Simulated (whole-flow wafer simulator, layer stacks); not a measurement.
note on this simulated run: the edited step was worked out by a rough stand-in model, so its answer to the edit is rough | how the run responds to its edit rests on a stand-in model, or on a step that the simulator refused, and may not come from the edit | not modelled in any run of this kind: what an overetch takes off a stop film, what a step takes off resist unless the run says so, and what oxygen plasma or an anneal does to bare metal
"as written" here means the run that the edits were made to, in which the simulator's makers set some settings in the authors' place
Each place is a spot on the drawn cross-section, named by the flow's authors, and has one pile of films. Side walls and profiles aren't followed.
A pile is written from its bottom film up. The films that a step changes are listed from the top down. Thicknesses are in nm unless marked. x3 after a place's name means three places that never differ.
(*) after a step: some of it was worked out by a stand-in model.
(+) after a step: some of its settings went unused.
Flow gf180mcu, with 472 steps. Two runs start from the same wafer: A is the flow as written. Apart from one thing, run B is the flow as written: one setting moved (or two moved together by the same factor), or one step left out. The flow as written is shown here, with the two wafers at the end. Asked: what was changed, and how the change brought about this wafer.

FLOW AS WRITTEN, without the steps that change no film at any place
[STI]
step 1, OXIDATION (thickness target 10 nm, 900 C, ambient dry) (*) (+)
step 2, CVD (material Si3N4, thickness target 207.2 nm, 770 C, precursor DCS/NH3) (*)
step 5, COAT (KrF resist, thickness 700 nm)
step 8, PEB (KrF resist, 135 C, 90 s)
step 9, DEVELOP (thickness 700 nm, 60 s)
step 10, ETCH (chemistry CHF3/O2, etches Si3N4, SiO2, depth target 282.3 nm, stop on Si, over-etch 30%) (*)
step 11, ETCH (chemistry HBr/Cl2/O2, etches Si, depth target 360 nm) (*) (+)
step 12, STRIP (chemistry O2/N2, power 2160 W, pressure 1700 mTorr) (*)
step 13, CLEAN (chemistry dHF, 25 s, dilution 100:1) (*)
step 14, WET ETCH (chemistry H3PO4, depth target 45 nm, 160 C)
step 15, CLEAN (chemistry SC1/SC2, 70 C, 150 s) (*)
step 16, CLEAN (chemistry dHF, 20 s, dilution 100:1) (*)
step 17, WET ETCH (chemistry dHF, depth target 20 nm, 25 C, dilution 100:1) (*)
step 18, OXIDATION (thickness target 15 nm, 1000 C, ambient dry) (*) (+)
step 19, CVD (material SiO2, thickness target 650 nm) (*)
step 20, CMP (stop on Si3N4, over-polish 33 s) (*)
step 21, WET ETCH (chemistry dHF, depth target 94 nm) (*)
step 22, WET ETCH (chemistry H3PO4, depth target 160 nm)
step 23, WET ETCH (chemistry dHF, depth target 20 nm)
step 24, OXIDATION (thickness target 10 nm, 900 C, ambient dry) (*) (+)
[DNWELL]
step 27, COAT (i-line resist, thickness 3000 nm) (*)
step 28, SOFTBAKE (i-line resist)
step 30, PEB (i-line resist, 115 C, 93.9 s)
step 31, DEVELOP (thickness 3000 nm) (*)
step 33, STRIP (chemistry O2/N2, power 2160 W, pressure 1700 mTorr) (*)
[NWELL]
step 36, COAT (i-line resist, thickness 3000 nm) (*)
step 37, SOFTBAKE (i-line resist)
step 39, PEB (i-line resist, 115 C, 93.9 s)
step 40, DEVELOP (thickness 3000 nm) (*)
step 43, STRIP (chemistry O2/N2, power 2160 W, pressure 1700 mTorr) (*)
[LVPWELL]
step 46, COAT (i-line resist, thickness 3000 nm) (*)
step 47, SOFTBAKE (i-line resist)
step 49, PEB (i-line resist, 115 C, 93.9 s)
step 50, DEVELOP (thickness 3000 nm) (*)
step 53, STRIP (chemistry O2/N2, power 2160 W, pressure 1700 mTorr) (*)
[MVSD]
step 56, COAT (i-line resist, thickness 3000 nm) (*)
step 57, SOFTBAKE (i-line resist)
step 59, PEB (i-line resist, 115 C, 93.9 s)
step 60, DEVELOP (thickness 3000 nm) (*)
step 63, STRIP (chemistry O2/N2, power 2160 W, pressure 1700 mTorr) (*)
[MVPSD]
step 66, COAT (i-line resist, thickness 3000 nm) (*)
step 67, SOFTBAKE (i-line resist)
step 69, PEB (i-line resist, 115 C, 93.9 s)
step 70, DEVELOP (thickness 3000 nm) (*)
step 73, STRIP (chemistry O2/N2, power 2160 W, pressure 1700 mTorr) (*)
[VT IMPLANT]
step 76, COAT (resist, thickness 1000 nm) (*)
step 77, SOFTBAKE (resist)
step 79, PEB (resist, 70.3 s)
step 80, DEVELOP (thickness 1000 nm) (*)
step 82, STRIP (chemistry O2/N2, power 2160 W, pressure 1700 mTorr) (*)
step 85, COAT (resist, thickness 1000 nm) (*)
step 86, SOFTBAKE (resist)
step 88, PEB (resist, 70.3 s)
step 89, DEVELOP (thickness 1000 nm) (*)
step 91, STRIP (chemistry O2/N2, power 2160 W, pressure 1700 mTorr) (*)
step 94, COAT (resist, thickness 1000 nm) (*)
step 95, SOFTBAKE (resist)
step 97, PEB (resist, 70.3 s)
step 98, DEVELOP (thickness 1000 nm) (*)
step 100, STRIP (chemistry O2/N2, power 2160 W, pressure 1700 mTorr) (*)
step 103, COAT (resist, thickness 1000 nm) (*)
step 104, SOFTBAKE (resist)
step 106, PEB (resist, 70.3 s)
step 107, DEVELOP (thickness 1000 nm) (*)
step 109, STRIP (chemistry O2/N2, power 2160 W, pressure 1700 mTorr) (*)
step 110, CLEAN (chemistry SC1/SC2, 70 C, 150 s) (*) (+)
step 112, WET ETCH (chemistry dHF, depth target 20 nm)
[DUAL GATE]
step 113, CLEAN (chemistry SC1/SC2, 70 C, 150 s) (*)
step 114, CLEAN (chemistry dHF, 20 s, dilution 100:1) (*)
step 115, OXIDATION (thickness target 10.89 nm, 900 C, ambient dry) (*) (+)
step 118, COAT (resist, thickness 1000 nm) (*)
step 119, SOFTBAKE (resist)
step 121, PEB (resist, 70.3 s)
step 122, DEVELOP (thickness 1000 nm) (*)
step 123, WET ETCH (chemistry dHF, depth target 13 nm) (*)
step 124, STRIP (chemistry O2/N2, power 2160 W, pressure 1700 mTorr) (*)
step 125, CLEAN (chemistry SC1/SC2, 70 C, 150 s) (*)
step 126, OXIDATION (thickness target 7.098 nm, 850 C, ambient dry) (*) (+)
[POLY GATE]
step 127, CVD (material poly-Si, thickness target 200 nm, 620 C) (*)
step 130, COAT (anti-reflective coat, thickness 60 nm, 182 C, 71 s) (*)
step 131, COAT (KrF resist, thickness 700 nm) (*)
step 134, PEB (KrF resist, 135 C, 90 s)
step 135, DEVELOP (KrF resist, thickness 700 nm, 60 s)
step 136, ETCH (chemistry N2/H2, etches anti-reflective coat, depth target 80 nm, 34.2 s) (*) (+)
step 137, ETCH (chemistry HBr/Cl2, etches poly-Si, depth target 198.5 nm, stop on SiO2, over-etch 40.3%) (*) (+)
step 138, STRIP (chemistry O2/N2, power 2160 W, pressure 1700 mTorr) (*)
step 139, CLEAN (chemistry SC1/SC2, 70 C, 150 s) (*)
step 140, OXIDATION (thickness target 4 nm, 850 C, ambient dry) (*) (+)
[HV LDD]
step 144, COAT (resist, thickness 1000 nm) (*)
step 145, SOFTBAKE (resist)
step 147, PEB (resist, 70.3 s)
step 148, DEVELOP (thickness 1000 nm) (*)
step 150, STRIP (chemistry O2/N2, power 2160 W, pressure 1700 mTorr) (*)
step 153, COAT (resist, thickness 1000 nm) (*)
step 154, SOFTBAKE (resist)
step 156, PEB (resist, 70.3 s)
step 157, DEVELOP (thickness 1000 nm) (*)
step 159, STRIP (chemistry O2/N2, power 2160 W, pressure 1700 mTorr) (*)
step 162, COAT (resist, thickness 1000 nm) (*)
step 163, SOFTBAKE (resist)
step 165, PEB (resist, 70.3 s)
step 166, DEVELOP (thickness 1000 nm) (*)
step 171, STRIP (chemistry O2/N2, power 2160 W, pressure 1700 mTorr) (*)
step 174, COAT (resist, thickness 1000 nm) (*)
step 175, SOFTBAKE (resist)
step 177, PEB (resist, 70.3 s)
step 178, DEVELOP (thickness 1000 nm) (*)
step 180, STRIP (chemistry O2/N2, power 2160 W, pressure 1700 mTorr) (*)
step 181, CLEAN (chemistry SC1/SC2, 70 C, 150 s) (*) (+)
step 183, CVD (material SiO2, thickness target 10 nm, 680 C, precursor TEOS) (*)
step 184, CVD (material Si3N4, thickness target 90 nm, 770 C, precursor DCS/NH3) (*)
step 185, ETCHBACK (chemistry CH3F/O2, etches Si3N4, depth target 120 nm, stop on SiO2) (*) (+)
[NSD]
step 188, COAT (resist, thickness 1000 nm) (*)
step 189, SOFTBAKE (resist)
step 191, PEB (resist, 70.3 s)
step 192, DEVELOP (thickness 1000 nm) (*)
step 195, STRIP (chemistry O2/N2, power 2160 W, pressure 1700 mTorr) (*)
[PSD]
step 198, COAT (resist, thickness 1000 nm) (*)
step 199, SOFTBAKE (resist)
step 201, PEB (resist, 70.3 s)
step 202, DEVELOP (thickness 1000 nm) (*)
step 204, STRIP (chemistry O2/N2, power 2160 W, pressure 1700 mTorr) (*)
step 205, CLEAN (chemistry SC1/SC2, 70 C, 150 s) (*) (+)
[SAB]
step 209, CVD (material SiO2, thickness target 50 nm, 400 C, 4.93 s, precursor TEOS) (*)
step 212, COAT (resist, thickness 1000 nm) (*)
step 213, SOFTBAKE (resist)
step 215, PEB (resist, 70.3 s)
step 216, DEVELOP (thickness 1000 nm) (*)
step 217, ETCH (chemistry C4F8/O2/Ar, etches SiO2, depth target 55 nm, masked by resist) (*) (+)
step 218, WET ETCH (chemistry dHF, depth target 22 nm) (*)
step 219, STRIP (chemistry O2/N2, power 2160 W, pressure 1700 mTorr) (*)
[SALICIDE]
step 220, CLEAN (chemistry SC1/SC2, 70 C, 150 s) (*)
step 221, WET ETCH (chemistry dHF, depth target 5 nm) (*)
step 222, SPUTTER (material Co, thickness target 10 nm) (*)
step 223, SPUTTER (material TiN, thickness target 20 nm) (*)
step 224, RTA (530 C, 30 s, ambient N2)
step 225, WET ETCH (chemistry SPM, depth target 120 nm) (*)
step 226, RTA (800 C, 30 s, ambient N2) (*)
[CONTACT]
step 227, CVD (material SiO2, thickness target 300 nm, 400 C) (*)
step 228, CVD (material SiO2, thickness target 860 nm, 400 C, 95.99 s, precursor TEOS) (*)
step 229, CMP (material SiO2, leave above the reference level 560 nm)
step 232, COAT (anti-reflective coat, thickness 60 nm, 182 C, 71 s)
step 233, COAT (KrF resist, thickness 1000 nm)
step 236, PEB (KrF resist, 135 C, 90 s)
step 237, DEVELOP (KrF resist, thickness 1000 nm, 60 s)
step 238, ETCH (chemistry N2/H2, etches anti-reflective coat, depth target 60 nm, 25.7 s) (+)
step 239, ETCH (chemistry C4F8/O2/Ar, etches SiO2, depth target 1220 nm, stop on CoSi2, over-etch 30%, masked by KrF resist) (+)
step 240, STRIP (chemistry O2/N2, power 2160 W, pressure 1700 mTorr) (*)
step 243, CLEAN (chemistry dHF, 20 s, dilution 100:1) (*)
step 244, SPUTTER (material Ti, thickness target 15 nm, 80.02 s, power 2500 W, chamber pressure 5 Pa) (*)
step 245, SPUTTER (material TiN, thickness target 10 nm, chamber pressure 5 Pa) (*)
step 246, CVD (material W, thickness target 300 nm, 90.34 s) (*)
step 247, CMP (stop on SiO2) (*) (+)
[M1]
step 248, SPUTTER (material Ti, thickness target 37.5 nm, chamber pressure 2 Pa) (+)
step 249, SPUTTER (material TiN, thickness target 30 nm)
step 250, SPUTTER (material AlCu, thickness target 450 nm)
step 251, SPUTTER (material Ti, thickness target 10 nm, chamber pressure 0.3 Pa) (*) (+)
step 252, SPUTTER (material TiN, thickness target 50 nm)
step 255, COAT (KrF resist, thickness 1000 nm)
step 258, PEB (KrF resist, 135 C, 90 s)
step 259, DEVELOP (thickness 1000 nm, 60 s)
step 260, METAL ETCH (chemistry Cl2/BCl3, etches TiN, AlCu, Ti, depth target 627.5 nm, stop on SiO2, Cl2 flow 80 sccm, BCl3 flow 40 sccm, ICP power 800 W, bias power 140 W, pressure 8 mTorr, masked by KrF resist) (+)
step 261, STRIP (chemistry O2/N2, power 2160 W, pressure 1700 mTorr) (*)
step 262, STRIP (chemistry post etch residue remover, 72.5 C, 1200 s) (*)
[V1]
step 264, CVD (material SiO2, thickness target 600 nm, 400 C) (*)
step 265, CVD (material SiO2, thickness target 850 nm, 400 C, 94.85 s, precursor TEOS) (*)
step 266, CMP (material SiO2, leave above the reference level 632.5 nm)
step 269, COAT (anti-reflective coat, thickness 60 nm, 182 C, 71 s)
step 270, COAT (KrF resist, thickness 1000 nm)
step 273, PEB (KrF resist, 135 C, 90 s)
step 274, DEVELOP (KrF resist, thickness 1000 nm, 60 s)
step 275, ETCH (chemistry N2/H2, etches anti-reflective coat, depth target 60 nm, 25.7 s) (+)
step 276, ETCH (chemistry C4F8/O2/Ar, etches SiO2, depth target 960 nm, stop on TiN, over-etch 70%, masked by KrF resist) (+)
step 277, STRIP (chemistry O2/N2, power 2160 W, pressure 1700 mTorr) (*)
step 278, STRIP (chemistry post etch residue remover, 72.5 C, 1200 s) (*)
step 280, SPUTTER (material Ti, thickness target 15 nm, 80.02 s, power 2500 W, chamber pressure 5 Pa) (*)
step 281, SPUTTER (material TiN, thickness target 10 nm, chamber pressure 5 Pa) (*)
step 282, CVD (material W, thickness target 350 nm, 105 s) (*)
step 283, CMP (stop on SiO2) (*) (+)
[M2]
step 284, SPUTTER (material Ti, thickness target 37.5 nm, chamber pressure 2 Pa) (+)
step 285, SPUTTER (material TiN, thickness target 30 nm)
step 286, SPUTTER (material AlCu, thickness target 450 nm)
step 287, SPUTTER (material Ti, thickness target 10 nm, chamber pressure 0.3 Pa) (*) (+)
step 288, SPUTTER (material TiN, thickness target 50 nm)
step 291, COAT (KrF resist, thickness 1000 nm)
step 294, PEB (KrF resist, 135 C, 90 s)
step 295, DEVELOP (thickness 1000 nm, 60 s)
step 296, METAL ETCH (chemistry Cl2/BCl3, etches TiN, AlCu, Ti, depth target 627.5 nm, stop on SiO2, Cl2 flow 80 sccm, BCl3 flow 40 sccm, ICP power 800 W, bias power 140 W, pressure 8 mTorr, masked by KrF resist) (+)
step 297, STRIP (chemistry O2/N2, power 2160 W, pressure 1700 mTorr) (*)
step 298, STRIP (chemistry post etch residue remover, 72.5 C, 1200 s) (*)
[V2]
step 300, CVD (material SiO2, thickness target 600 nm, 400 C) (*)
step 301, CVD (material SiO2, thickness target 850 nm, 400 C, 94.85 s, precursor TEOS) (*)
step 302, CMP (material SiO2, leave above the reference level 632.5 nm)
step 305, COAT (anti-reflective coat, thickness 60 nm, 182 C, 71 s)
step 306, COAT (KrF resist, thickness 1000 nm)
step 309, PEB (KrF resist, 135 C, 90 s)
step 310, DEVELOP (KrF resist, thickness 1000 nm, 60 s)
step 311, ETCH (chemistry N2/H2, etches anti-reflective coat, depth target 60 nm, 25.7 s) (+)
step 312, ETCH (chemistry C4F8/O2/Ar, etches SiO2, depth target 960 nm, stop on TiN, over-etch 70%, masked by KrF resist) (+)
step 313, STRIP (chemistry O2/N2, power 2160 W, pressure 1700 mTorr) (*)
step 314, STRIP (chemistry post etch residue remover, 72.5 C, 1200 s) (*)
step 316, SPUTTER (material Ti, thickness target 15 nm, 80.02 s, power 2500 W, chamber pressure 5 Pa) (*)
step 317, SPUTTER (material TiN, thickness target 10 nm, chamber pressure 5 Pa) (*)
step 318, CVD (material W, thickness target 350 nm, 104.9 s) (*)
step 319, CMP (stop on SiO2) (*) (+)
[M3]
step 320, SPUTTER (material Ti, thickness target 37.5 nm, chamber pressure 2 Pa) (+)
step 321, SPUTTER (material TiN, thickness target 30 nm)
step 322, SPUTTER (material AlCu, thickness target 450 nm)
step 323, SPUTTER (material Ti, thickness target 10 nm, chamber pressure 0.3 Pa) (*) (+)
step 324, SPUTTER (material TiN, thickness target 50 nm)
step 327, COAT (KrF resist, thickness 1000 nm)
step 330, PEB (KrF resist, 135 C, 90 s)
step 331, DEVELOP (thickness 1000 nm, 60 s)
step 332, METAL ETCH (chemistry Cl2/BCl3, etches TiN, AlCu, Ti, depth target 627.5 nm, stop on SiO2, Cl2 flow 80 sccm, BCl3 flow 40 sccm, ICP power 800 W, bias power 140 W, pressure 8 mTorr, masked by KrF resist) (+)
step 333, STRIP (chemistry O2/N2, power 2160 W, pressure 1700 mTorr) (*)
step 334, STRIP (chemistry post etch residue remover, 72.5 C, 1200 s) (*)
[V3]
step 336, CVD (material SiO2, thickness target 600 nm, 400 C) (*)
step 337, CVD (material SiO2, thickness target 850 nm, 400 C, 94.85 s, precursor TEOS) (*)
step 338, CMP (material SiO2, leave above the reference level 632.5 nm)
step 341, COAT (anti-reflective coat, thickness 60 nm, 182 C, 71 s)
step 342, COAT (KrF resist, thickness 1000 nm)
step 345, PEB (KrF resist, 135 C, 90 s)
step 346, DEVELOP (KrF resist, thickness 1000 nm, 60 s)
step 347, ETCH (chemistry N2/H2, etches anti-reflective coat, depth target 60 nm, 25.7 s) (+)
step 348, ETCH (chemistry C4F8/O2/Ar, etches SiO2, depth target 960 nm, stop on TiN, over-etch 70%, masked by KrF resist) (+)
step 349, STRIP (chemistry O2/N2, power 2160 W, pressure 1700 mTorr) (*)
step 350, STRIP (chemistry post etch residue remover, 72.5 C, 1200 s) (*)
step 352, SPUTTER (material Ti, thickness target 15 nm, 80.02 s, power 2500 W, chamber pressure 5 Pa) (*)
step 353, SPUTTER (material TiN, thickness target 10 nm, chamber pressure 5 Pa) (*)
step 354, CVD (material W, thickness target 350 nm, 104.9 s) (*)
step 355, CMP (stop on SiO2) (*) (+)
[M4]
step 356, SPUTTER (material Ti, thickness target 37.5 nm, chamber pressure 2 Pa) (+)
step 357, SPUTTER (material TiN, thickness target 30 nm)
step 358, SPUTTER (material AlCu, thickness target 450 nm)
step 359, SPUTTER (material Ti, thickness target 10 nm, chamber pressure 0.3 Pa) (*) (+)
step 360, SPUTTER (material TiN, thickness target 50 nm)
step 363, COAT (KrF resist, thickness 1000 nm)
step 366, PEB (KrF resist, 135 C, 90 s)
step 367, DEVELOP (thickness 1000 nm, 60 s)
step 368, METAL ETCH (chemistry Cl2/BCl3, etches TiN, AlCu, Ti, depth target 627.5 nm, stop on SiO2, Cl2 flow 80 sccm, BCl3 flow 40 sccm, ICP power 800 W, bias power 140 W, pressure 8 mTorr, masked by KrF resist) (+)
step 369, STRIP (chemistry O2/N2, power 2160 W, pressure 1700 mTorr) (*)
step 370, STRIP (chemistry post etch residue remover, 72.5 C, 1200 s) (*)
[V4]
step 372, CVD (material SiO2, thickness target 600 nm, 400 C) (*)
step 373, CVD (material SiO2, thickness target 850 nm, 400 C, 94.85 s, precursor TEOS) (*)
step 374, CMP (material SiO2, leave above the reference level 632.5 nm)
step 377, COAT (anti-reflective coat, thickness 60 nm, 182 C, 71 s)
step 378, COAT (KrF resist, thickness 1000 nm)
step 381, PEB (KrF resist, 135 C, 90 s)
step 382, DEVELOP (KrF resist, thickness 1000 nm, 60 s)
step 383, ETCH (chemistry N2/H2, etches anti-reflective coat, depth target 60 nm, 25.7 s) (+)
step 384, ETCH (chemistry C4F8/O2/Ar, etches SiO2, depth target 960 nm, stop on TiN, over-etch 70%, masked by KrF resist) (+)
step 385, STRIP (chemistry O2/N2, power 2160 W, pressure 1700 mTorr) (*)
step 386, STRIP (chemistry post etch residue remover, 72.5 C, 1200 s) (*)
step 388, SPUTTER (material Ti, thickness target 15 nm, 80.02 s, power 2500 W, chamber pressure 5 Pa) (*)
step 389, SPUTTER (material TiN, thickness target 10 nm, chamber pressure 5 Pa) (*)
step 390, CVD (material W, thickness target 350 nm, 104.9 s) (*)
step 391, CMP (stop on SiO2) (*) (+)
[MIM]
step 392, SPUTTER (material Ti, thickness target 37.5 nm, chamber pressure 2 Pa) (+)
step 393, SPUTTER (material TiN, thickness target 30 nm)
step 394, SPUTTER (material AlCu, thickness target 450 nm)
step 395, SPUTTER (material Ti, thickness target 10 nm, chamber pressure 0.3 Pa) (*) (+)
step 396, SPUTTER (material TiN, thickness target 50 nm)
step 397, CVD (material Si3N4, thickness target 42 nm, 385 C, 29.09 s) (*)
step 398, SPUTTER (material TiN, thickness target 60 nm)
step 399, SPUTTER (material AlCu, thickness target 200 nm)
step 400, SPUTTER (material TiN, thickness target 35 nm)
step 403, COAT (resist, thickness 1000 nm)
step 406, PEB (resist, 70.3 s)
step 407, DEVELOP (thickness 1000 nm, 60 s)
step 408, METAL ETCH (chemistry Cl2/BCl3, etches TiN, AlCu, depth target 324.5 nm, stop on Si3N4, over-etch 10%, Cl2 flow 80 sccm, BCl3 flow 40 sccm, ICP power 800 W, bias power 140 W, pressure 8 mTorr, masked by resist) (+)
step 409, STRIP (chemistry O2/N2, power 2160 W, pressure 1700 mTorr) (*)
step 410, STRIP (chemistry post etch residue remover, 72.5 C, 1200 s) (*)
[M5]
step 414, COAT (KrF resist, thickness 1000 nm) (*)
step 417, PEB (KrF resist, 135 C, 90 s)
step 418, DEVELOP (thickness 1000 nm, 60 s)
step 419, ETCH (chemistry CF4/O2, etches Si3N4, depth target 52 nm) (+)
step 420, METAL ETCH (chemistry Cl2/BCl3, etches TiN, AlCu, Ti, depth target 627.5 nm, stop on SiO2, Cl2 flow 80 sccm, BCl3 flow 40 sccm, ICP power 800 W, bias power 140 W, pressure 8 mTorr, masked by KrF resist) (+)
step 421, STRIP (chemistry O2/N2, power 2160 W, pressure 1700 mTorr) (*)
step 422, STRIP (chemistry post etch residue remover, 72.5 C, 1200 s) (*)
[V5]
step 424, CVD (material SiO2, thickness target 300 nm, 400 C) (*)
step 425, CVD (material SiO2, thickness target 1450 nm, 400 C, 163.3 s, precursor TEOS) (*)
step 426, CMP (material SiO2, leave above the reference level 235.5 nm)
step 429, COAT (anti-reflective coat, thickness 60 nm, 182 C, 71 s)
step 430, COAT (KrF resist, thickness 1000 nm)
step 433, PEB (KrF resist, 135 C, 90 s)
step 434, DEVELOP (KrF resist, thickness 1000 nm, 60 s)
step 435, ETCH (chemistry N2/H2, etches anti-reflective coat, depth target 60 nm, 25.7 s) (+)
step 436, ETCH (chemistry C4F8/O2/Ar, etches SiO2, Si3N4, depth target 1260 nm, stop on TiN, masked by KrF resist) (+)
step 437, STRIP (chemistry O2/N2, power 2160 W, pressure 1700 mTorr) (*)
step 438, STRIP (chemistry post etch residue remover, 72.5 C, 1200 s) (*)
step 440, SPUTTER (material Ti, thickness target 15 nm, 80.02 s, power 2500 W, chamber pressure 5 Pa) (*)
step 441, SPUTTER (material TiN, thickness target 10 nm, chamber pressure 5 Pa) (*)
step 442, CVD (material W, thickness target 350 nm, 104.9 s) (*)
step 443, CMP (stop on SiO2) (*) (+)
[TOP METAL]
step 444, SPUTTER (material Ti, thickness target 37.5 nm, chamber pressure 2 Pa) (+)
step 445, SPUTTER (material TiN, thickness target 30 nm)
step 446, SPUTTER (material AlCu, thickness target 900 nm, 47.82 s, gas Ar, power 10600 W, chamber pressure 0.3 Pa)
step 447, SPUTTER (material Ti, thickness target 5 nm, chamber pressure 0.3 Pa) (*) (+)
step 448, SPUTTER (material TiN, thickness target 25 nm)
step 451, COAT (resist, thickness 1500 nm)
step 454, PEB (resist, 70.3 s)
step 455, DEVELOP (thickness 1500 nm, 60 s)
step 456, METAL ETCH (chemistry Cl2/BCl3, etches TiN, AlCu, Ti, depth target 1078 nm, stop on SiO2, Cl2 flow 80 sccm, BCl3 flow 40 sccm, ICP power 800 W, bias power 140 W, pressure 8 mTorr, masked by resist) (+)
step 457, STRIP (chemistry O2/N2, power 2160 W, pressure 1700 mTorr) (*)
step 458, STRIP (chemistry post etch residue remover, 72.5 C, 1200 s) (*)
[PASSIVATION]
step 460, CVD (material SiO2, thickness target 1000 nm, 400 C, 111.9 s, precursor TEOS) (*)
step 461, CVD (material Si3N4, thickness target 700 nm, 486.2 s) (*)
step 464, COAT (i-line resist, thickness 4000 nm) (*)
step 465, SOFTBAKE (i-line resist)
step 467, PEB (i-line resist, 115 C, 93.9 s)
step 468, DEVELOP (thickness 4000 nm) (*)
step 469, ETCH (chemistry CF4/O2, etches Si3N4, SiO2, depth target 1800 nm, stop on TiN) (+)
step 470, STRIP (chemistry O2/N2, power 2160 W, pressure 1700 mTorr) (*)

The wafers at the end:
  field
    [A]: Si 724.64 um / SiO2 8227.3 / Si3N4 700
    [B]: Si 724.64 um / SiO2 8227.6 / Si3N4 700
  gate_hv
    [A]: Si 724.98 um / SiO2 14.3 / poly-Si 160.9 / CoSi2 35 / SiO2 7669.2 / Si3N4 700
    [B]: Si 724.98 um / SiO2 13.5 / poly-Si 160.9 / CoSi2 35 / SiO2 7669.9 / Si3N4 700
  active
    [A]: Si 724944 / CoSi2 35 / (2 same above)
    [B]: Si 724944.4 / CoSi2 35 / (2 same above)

Cause: step 126, OXIDATION: thickness target 6.211 nm was run, while the flow as written has thickness target 7.098 nm.

Step by step, how the change led to this:
  step 126, OXIDATION (thickness target 7.098 nm, 850 C, ambient dry) (*) (+)
      gate_hv, active_hv, active_nat and 25 more: A SiO2 gains 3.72, Si loses 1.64 | B SiO2 gains 2.97, Si loses 1.3
      active, n_well, p_well and 12 more: A SiO2 gains 7.1 (new film), chemical SiO2 loses 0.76 (all of it), Si loses 2.79 | B SiO2 gains 6.21 (new film), chemical SiO2 loses 0.76 (all of it), Si loses 2.4
  step 189, SOFTBAKE (resist)
      field__w9: A resist gains 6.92 | B resist loses 3.05
  step 199, SOFTBAKE (resist)
      field__w9: A resist gains 6.92 | B resist loses 3.05
  step 218, WET ETCH (chemistry dHF, depth target 22 nm) (*)
      active, p_well, sd_n, iso_ptap_pw, iso_ntap_nw, iso_ptap_sub, vpnp_e: A SiO2 loses 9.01 (all of it) | B SiO2 loses 8.19 (all of it)
      ldn_tap, ldn_src, ldn_drn, ldp_tap, ldp_src, ldp_drn, ldp_gr: A SiO2 loses 16 (all of it) | B SiO2 loses 15.3 (all of it)
      (also at 9 further places)
  step 223, SPUTTER (material TiN, thickness target 20 nm) (*)
      field__w12: A TiN gains 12 (new film) | B TiN gains 12.6 (new film)
  step 225, WET ETCH (chemistry SPM, depth target 120 nm) (*)
      field__w12: A TiN loses 12 (all of it), Co loses 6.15 (all of it) | B TiN loses 12.6 (all of it), Co loses 6.15 (all of it)
